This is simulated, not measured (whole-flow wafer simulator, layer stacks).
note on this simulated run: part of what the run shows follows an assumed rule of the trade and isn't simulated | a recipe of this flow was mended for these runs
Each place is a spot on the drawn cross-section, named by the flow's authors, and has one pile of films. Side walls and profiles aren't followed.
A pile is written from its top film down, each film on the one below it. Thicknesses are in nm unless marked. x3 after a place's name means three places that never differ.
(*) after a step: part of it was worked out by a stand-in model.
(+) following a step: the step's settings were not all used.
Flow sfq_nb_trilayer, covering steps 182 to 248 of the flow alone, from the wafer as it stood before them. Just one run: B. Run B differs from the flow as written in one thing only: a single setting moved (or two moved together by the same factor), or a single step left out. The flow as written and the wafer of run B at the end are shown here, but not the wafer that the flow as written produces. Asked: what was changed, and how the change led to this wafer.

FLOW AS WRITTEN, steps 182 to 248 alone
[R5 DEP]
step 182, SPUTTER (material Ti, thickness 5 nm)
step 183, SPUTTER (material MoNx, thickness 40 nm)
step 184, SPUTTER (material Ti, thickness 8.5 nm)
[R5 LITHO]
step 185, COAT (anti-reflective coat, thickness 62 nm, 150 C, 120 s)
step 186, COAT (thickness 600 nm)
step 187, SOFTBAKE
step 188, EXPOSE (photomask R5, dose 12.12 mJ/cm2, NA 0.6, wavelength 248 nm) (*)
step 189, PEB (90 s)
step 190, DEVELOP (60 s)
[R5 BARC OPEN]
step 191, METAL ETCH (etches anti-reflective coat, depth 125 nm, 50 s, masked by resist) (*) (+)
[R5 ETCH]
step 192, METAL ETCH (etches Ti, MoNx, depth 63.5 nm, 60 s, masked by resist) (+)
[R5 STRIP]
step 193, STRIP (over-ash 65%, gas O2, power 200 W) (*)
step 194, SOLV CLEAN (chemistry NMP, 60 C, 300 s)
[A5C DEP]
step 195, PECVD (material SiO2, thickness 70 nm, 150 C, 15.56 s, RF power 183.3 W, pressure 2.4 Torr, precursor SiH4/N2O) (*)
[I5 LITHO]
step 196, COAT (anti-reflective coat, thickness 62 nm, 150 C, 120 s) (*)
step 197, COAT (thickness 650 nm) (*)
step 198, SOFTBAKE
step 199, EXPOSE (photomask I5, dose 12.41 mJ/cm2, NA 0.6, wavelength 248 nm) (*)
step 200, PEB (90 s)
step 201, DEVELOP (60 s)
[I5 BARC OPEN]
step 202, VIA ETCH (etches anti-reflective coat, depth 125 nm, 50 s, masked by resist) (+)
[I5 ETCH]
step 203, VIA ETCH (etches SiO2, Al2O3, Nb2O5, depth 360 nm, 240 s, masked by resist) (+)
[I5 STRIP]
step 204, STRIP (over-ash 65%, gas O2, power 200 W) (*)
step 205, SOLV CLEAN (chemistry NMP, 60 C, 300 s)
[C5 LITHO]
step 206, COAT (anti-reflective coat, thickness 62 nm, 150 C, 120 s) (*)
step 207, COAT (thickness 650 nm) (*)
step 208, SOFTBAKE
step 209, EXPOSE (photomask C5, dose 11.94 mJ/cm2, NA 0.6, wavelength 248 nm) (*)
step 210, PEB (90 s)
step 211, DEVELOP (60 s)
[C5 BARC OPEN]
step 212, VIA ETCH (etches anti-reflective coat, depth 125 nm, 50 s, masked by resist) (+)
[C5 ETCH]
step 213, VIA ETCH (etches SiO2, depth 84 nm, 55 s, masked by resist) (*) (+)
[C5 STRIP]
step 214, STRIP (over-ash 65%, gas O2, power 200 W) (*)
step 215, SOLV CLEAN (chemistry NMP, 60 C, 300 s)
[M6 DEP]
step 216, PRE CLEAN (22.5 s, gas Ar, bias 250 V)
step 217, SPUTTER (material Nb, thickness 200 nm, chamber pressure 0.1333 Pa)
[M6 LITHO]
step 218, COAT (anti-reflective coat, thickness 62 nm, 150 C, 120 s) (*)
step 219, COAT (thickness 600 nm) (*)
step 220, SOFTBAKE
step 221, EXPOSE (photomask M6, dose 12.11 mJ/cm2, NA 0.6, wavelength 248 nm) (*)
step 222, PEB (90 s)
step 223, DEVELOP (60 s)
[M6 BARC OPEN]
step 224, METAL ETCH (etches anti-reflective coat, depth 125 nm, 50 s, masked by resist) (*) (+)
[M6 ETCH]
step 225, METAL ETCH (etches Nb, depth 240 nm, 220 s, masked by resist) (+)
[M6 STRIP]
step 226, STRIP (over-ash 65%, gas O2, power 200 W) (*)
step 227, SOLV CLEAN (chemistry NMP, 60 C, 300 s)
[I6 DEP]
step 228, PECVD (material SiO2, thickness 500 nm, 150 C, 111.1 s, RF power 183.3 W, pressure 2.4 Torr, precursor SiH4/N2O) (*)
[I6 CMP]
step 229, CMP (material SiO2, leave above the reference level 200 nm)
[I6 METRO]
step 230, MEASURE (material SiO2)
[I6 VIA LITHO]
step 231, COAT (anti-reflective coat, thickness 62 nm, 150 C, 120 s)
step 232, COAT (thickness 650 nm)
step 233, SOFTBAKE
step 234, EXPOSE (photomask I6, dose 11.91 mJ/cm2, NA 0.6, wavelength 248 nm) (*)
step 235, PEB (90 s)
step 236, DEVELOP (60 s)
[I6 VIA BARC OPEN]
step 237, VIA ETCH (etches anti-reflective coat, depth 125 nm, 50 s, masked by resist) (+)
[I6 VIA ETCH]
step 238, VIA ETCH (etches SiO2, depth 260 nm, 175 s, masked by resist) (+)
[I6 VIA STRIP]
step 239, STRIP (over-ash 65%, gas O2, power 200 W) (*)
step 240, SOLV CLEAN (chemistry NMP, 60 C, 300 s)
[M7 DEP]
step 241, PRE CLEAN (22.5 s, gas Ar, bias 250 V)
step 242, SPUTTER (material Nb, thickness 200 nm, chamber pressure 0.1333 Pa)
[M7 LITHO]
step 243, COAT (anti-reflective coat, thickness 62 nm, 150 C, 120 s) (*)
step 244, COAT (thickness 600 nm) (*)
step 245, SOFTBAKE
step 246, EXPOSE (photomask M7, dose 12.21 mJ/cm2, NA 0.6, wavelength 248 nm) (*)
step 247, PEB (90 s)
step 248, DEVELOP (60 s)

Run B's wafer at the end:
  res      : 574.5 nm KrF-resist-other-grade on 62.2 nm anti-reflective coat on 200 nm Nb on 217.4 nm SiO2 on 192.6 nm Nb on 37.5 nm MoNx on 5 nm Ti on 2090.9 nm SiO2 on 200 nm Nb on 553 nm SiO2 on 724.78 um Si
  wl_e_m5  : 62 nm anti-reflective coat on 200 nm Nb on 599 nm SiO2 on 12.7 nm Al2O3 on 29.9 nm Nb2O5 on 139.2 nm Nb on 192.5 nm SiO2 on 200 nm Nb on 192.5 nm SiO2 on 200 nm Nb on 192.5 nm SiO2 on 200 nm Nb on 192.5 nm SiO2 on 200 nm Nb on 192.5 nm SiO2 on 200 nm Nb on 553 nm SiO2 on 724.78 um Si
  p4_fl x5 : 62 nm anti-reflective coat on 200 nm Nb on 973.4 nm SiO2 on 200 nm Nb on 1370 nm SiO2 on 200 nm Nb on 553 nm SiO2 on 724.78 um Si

Cause: step 184, SPUTTER: thickness 3.4 nm was run, whereas the flow has thickness 8.5 nm.

Step by step, how the change led to this:
  step 184, SPUTTER (material Ti, thickness 8.5 nm)
      field_l, v_sur, via_wl and 103 more: +3.4 Ti (new film) (as written it would have been: +8.5 Ti (new film))
  step 192, METAL ETCH (etches Ti, MoNx, depth 63.5 nm, 60 s, masked by resist) (+)
      field_l, v_sur, via_wl and 92 more: -3.4 Ti (all of it), -40 MoNx (all of it), -5 Ti (all of it), -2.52 SiO2 (as written it would have been: -8.5 Ti (all of it), -40 MoNx (all of it), -5 Ti (all of it), -1.67 SiO2)
      ce_l, c5j, ce_r, wl_jj: -3.4 Ti (all of it), -40 MoNx (all of it), -5 Ti (all of it), -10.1 Nb (as written it would have been: -8.5 Ti (all of it), -40 MoNx (all of it), -5 Ti (all of it), -6.67 Nb)
  step 196, COAT (anti-reflective coat, thickness 62 nm, 150 C, 120 s) (*)
      r5r_line_l, r5r_line_c, r5r_line_r: +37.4 anti-reflective coat (new film) (as written it would have been: +35.5 anti-reflective coat (new film))
      r5r_spacepad_l, r5r_spacepad_r: +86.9 anti-reflective coat (new film) (as written it would have been: +89.1 anti-reflective coat (new film))
      (and at 5 other places as well)
  step 204, STRIP (over-ash 65%, gas O2, power 200 W) (*)
      r5r_line_l, r5r_line_c, r5r_line_r: -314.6 KrF-resist-other-grade (all of it), -37.4 anti-reflective coat (all of it) (as written it would have been: -314.5 KrF-resist-other-grade (all of it), -35.5 anti-reflective coat (all of it))
      r5r_spacepad_l, r5r_spacepad_r: -316.1 KrF-resist-other-grade (all of it), -86.9 anti-reflective coat (all of it) (as written it would have been: -316.1 KrF-resist-other-grade (all of it), -89.1 anti-reflective coat (all of it))
      (and at 5 other places as well)
  step 206, COAT (anti-reflective coat, thickness 62 nm, 150 C, 120 s) (*)
      r5r_line_l, r5r_line_c, r5r_line_r: +37.4 anti-reflective coat (new film) (as written it would have been: +35.5 anti-reflective coat (new film))
      r5r_spacepad_l, r5r_spacepad_r: +86.9 anti-reflective coat (new film) (as written it would have been: +89.1 anti-reflective coat (new film))
      (and at 5 other places as well)
  step 214, STRIP (over-ash 65%, gas O2, power 200 W) (*)
      r5r_line_l, r5r_line_c, r5r_line_r: -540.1 KrF-resist-other-grade (all of it), -37.4 anti-reflective coat (all of it) (as written it would have been: -540 KrF-resist-other-grade (all of it), -35.5 anti-reflective coat (all of it))
      r5r_spacepad_l, r5r_spacepad_r: -541.6 KrF-resist-other-grade (all of it), -86.9 anti-reflective coat (all of it) (as written it would have been: -541.6 KrF-resist-other-grade (all of it), -89.1 anti-reflective coat (all of it))
      (and at 5 other places as well)
  step 216, PRE CLEAN (22.5 s, gas Ar, bias 250 V)
      res: -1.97 Ti (all of it), -2.52 MoNx (as written it would have been: -4.53 Ti)
  step 218, COAT (anti-reflective coat, thickness 62 nm, 150 C, 120 s) (*)
      r5r_line_l, r5r_line_c, r5r_line_r: +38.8 anti-reflective coat (new film) (as written it would have been: +37.1 anti-reflective coat (new film))
      r5r_spacepad_l, r5r_spacepad_r: +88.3 anti-reflective coat (new film) (as written it would have been: +90.8 anti-reflective coat (new film))
      (and at 5 other places as well)
  step 224, METAL ETCH (etches anti-reflective coat, depth 125 nm, 50 s, masked by resist) (*) (+)
      r5r_line_l, r5r_line_c, r5r_line_r: -38.8 anti-reflective coat (all of it) (as written it would have been: -37.1 anti-reflective coat (all of it))
      r5r_spacepad_l, r5r_spacepad_r: -88.3 anti-reflective coat (all of it) (as written it would have been: -90.8 anti-reflective coat (all of it))
      (and at 1 other place as well)
  step 226, STRIP (over-ash 65%, gas O2, power 200 W) (*)
      ce_l: -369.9 KrF-resist-other-grade (all of it), -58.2 anti-reflective coat (all of it) (as written it would have been: -369.7 KrF-resist-other-grade (all of it), -56.7 anti-reflective coat (all of it))
      sp_r: -366 KrF-resist-other-grade (all of it), -64.6 anti-reflective coat (all of it) (as written it would have been: -365.4 KrF-resist-other-grade (all of it), -66.9 anti-reflective coat (all of it))
      (and at 2 other places as well)
  step 229, CMP (material SiO2, leave above the reference level 200 nm)
      r5r_line_l, r5r_spacepad_l, r5r_spacepad_r, r5r_line_c, r5r_line_r: -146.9 SiO2 (as written it would have been: -151.2 SiO2)
